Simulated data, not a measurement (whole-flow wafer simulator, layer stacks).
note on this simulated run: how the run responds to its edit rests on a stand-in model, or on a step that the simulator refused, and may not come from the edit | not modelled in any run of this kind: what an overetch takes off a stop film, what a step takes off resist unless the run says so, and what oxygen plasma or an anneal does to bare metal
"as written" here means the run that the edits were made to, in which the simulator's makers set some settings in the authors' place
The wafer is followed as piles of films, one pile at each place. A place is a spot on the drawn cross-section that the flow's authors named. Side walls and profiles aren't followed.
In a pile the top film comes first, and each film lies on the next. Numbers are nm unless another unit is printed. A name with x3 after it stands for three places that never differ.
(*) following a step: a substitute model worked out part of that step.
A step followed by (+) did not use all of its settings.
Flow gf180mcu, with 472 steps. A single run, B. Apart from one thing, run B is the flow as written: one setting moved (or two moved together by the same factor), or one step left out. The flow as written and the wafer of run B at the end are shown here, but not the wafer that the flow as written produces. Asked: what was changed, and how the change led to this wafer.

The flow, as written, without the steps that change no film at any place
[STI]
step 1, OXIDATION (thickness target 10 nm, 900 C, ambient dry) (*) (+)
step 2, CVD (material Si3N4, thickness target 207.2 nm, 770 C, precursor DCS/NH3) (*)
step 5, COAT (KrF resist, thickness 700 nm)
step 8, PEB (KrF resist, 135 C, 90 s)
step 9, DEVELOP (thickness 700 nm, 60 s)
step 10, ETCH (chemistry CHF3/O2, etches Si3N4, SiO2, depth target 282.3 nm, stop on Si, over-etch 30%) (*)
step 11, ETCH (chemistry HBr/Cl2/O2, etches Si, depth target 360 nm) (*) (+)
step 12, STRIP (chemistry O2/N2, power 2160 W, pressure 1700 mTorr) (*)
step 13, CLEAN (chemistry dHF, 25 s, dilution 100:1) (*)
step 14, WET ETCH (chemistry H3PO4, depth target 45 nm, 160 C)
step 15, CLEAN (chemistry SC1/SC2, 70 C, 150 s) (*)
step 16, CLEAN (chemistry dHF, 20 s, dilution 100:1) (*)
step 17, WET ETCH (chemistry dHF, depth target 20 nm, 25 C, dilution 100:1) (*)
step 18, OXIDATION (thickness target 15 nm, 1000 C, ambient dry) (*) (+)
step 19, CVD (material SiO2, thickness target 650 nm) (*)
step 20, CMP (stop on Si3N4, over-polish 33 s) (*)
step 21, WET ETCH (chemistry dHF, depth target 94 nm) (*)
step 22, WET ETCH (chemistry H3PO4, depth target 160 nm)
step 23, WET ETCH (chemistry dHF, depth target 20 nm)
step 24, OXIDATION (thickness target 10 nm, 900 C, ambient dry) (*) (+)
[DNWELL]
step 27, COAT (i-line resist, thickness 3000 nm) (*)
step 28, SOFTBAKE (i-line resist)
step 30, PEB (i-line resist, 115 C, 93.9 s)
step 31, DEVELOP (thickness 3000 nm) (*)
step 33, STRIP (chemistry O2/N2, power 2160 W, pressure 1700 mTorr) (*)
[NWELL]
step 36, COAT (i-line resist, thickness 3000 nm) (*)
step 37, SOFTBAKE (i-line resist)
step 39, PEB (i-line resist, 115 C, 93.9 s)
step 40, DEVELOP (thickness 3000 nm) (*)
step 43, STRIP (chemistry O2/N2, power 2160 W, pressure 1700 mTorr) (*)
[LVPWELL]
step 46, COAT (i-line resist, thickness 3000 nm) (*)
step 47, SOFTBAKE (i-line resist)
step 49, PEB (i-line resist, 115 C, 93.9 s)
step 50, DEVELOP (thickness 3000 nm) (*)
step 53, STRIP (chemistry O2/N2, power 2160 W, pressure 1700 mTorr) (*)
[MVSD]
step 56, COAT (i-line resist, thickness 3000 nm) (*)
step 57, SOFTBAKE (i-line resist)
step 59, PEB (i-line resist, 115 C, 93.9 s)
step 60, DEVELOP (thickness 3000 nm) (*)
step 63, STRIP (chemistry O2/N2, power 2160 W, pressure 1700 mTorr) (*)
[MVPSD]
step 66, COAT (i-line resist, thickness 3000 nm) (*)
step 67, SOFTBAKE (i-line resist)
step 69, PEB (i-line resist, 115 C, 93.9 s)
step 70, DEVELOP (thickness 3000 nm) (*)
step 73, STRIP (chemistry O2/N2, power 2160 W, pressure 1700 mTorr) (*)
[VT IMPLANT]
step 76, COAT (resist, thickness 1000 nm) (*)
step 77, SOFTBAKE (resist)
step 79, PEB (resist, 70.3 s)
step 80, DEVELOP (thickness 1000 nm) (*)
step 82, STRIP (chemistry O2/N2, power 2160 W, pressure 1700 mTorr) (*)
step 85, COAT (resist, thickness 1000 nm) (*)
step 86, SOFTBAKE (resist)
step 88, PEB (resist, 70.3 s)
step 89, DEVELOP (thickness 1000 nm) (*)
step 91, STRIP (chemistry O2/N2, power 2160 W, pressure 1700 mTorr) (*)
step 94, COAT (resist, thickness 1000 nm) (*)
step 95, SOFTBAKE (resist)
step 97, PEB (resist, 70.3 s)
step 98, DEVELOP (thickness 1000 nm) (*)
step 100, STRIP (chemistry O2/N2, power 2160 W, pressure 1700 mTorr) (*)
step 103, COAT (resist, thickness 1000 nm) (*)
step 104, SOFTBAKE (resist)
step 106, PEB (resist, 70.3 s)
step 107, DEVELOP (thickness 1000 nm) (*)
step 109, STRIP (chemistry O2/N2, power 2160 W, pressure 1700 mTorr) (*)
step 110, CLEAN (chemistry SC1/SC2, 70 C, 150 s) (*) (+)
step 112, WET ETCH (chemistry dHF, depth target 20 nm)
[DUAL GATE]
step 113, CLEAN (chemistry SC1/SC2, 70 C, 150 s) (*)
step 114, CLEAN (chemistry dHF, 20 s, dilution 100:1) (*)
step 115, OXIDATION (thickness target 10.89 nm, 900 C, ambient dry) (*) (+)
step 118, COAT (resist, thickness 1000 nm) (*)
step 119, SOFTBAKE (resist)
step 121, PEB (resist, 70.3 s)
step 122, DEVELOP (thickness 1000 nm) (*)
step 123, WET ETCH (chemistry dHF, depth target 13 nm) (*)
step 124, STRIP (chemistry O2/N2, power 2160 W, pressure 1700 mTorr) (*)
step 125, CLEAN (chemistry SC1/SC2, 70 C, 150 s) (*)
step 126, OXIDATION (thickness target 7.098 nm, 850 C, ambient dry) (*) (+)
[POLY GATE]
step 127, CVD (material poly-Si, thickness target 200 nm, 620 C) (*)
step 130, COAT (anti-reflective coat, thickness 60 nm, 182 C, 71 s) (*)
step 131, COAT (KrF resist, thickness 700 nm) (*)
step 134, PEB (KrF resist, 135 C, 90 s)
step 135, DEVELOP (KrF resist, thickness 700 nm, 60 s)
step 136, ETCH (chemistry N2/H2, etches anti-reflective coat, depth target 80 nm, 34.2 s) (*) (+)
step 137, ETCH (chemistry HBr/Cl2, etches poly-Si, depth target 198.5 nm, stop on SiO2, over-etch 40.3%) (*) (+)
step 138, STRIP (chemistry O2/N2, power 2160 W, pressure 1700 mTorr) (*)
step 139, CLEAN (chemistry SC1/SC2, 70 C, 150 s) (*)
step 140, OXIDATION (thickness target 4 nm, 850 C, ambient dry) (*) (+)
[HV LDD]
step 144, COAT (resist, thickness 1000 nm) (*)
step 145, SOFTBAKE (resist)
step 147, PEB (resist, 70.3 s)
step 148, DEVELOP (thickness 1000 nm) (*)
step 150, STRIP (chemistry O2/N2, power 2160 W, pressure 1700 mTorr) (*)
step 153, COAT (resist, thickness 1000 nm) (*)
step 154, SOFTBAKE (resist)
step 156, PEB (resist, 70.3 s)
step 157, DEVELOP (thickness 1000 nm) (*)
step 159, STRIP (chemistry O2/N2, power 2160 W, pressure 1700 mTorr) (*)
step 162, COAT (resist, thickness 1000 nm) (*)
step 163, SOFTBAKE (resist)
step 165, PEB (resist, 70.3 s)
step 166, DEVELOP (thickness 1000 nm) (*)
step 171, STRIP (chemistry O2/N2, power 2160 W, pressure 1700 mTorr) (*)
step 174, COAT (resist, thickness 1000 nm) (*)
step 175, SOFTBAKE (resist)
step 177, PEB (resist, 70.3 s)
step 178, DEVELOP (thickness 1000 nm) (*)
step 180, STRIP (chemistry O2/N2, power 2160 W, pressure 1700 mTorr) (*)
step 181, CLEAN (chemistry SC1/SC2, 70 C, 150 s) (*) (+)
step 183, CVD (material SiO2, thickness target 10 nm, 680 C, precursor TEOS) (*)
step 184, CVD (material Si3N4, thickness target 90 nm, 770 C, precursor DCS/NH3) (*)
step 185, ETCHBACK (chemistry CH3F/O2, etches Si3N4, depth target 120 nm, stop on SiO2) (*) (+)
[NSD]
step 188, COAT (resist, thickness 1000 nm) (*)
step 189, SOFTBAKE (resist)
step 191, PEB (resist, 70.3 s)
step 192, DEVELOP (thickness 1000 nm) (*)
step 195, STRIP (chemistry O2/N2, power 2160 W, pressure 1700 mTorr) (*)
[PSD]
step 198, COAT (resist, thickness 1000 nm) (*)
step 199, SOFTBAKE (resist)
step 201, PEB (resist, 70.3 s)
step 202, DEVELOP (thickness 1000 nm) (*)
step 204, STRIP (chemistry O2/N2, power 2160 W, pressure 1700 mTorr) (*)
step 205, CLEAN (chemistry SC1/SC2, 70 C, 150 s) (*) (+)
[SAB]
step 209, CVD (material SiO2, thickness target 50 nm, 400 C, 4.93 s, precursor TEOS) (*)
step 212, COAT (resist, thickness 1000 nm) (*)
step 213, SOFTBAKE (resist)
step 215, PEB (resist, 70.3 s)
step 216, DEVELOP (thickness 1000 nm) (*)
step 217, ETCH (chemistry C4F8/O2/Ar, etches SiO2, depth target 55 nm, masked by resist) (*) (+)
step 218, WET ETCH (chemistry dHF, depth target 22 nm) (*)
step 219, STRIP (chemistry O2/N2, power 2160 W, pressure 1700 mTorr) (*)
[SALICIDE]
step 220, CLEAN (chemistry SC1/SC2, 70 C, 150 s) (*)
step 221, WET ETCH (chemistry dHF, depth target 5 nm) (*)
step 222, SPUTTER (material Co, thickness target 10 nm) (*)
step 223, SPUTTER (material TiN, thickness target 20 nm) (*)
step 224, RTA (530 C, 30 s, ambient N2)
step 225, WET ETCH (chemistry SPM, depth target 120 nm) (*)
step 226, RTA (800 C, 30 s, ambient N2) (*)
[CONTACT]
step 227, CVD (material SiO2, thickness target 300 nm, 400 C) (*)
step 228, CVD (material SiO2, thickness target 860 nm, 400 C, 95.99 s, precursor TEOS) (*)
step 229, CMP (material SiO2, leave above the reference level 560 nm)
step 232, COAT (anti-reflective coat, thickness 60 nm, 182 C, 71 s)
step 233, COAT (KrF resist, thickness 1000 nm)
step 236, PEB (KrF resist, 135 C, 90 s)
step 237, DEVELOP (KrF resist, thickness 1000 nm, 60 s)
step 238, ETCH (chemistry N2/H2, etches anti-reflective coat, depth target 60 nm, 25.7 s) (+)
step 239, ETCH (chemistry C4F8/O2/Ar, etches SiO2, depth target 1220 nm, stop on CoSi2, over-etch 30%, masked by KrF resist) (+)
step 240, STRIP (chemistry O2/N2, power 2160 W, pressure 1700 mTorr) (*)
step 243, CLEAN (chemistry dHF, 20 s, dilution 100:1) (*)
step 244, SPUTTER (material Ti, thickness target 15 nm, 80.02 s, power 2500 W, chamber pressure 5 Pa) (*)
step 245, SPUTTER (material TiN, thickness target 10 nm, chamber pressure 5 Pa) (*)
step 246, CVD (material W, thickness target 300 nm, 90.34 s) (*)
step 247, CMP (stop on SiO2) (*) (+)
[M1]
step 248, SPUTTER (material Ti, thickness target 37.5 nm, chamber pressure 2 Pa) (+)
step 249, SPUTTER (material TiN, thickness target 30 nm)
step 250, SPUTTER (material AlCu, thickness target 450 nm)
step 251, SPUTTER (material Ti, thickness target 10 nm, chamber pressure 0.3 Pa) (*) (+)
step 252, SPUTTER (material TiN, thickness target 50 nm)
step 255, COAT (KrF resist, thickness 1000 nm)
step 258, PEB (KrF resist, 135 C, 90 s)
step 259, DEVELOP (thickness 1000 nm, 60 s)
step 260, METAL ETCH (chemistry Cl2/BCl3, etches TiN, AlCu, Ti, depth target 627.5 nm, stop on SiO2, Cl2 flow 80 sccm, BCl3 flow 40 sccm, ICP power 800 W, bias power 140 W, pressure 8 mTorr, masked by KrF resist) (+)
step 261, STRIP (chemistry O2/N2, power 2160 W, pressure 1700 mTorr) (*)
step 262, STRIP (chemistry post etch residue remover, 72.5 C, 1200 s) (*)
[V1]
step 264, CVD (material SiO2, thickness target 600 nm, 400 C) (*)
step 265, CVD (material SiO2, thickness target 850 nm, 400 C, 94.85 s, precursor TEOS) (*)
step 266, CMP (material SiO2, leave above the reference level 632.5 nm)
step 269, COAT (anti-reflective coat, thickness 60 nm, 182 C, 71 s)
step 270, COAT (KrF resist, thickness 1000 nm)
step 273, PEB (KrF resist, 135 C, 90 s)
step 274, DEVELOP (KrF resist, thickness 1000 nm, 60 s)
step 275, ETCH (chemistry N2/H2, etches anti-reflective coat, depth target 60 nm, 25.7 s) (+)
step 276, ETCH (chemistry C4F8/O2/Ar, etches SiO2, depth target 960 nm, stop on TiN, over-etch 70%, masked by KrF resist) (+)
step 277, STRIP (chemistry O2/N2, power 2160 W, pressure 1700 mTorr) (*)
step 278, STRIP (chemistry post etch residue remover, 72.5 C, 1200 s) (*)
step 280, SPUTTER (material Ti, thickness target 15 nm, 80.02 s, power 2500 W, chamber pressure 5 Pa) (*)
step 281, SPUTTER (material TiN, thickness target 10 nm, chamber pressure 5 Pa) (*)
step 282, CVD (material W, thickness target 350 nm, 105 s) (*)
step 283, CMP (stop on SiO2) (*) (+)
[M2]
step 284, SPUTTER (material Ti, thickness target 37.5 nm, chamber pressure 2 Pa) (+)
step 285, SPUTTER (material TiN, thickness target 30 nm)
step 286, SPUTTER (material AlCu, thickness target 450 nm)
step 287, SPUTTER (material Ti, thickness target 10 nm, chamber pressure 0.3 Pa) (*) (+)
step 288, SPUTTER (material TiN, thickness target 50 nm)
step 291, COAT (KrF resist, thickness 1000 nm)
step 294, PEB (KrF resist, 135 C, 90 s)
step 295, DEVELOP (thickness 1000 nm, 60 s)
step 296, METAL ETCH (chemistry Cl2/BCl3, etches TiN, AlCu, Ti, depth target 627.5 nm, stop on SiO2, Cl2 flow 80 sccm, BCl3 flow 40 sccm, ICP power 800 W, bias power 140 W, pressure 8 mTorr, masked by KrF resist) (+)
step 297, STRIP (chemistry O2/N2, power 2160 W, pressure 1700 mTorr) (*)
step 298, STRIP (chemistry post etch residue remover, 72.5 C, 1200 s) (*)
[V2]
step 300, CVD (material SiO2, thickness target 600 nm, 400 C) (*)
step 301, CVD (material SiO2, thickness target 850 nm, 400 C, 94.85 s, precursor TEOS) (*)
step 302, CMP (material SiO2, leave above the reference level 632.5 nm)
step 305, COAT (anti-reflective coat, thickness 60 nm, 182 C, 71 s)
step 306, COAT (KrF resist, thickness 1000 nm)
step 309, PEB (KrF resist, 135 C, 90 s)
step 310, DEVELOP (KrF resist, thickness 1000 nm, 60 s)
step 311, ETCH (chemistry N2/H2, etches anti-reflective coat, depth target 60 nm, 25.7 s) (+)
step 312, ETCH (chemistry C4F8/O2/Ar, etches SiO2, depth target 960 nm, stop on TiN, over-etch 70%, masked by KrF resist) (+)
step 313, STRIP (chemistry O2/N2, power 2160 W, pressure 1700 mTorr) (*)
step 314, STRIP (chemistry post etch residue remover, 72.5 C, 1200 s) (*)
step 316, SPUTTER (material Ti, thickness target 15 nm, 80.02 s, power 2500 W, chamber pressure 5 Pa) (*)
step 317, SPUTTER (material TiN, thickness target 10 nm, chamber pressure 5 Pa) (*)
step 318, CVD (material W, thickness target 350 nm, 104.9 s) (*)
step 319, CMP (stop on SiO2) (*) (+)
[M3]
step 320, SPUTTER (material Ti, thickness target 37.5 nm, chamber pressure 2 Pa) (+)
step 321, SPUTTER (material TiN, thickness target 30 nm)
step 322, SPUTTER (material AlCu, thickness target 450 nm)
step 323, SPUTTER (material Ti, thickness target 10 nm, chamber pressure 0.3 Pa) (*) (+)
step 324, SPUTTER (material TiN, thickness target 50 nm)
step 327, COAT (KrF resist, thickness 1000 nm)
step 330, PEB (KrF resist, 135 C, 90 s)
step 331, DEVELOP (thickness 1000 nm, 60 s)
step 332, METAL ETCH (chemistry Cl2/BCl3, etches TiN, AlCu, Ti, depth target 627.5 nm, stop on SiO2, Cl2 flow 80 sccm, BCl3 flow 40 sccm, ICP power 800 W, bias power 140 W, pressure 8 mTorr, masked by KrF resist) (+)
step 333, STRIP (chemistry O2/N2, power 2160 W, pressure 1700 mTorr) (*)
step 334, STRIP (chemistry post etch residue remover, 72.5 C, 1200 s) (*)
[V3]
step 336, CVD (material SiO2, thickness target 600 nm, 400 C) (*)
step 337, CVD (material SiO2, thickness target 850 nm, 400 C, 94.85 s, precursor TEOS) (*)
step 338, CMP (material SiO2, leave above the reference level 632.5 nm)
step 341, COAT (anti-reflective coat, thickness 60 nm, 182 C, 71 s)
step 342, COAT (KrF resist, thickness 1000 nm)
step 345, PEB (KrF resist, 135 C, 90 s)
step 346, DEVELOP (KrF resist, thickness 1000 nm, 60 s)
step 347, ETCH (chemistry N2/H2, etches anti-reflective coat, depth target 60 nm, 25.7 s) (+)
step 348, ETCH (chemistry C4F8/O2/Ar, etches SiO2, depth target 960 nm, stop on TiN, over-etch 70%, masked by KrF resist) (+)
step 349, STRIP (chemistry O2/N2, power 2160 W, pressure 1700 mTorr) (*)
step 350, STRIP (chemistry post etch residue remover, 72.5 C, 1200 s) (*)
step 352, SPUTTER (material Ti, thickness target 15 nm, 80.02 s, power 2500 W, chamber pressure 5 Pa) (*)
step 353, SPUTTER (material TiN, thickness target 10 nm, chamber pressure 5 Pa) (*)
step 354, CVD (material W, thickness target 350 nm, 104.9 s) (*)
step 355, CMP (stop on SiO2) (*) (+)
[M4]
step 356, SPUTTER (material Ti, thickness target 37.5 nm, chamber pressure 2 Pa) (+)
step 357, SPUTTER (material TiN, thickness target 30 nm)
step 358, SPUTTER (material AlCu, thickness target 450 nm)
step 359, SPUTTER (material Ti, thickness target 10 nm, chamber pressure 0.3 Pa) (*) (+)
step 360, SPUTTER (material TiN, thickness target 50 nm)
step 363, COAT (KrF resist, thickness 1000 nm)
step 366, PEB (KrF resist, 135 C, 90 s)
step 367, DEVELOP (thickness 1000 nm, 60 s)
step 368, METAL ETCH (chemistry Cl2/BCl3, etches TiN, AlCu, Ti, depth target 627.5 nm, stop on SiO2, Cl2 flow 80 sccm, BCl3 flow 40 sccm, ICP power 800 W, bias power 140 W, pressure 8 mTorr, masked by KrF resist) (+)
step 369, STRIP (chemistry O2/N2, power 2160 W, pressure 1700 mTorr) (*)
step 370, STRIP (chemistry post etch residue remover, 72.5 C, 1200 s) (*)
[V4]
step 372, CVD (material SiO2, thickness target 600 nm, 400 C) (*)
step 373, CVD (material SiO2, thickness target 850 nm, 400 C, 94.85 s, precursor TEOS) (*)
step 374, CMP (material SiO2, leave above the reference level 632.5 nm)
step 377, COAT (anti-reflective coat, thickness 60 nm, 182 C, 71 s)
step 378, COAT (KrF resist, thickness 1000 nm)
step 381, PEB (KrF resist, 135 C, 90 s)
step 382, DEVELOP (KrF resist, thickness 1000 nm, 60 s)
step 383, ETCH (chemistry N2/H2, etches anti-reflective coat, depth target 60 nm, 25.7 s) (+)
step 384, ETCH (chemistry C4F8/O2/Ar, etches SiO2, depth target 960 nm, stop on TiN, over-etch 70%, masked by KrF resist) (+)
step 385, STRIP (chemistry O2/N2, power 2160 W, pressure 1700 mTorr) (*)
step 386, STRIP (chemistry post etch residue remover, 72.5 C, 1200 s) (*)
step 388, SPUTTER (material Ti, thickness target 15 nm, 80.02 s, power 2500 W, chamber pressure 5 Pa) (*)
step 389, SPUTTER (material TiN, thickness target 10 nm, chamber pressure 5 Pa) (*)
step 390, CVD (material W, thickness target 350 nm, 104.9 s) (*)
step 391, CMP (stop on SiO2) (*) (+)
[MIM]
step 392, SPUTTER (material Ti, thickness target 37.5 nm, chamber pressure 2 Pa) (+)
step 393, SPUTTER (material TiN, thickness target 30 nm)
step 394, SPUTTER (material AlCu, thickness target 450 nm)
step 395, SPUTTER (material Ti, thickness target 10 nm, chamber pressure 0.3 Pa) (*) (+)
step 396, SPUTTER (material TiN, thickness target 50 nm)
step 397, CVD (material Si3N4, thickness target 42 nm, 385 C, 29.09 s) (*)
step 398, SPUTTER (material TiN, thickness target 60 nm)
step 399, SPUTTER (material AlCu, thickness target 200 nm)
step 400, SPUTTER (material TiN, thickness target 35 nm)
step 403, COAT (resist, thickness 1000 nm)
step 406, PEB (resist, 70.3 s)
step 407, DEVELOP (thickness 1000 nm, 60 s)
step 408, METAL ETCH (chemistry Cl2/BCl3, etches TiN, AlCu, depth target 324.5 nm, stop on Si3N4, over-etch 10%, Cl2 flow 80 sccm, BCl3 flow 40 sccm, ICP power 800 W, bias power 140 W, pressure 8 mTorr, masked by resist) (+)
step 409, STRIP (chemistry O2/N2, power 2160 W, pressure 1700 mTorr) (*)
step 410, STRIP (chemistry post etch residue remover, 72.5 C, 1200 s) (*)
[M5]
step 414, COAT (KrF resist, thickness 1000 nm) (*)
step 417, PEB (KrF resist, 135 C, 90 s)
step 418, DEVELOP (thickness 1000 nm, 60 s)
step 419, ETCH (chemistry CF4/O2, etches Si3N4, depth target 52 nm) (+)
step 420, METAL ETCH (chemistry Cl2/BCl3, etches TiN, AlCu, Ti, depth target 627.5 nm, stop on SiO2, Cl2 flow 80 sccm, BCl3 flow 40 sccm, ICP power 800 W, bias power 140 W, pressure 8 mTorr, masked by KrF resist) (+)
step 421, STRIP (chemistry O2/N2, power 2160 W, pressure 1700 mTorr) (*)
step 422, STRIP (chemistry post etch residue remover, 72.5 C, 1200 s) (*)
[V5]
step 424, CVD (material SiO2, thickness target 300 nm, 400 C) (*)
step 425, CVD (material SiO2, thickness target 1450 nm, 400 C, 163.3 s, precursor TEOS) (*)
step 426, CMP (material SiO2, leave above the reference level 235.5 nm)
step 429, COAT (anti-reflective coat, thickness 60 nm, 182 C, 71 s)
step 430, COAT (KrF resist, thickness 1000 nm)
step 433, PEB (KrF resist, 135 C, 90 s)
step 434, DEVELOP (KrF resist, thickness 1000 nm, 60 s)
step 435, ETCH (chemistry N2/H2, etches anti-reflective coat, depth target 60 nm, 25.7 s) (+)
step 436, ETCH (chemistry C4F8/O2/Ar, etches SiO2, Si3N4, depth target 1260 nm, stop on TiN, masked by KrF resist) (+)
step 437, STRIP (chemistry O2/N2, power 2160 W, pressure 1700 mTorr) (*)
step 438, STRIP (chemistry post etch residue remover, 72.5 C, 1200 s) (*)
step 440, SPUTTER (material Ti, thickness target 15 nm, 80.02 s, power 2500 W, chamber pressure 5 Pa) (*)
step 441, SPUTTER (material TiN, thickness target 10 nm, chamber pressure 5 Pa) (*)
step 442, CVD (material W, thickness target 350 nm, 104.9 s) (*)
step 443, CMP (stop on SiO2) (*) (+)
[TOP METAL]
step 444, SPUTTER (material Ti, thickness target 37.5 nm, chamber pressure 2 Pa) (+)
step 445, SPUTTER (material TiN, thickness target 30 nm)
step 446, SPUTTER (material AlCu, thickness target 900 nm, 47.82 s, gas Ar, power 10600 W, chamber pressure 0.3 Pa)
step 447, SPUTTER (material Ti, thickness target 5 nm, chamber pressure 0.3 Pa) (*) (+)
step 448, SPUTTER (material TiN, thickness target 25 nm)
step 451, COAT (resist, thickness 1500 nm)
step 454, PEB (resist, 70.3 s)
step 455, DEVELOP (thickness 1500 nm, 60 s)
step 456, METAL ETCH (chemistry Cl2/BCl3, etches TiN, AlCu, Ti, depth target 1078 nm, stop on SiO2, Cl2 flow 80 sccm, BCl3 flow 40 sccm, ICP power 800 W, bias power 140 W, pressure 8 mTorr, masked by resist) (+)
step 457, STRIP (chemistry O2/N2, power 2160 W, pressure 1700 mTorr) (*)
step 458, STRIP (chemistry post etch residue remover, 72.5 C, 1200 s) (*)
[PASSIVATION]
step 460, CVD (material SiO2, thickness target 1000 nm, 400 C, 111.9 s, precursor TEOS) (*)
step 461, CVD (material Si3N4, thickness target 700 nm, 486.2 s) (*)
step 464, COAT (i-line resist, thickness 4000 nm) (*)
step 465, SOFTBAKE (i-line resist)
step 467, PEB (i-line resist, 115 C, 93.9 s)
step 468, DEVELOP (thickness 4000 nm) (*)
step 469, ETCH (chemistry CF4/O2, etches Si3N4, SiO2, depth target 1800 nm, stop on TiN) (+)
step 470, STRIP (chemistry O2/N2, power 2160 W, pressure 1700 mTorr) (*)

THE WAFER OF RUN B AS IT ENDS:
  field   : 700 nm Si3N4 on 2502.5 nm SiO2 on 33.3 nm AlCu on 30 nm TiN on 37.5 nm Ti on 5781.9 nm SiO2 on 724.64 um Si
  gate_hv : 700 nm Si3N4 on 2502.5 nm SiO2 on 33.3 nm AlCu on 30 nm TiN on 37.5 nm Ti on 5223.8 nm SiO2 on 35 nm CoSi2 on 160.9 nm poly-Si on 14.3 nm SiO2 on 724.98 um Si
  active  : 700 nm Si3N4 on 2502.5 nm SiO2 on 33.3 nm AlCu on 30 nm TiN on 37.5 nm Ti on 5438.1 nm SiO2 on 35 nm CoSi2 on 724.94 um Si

What caused this: step 394, SPUTTER: thickness target 608 nm was run, whereas the flow has thickness target 450 nm.

Step by step, how the change led to this:
  step 394, SPUTTER (material AlCu, thickness target 450 nm)
      field, field__w1, field__w2 and 108 more: +608 AlCu (new film) (in the flow as written it would be: +450 AlCu (new film))
  step 420, METAL ETCH (chemistry Cl2/BCl3, etches TiN, AlCu, Ti, depth target 627.5 nm, stop on SiO2, Cl2 flow 80 sccm, BCl3 flow 40 sccm, ICP power 800 W, bias power 140 W, pressure 8 mTorr, masked by KrF resist) (+)
      field, field__w1, field__w2 and 101 more: -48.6 TiN (all of it), -10 Ti (all of it), -568.9 AlCu (in the flow as written it would be: -48.6 TiN (all of it), -10 Ti (all of it), -450 AlCu (all of it), -30 TiN (all of it), -37.5 Ti (all of it))
  step 422, STRIP (chemistry post etch residue remover, 72.5 C, 1200 s) (*)
      field, field__w1, field__w2 and 101 more: -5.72 AlCu (in the flow as written it would be: nothing)
  step 424, CVD (material SiO2, thickness target 300 nm, 400 C) (*)
      field, field__w1, field__w2 and 101 more: +300 SiO2 (new film) (in the flow as written it would be: +300 SiO2)
  step 426, CMP (material SiO2, leave above the reference level 235.5 nm)
      field, field__w1, field__w5 and 92 more: -243.7 SiO2 (in the flow as written it would be: -300.8 SiO2)
      field__w2, field__w3, field__w12 and 6 more: -212.9 SiO2 (in the flow as written it would be: -272.7 SiO2)
With metal films that touch counted as one body, field has 1 body; the flow as written gives 0 bodies.
With metal films that touch counted as one body, gate_hv has 2 bodies (between them, from the top down: SiO2 5223.8); the flow as written gives 1 body.
With metal films that touch counted as one body, active has 2 bodies (between them, from the top down: SiO2 5438.1); the flow as written gives 1 body.
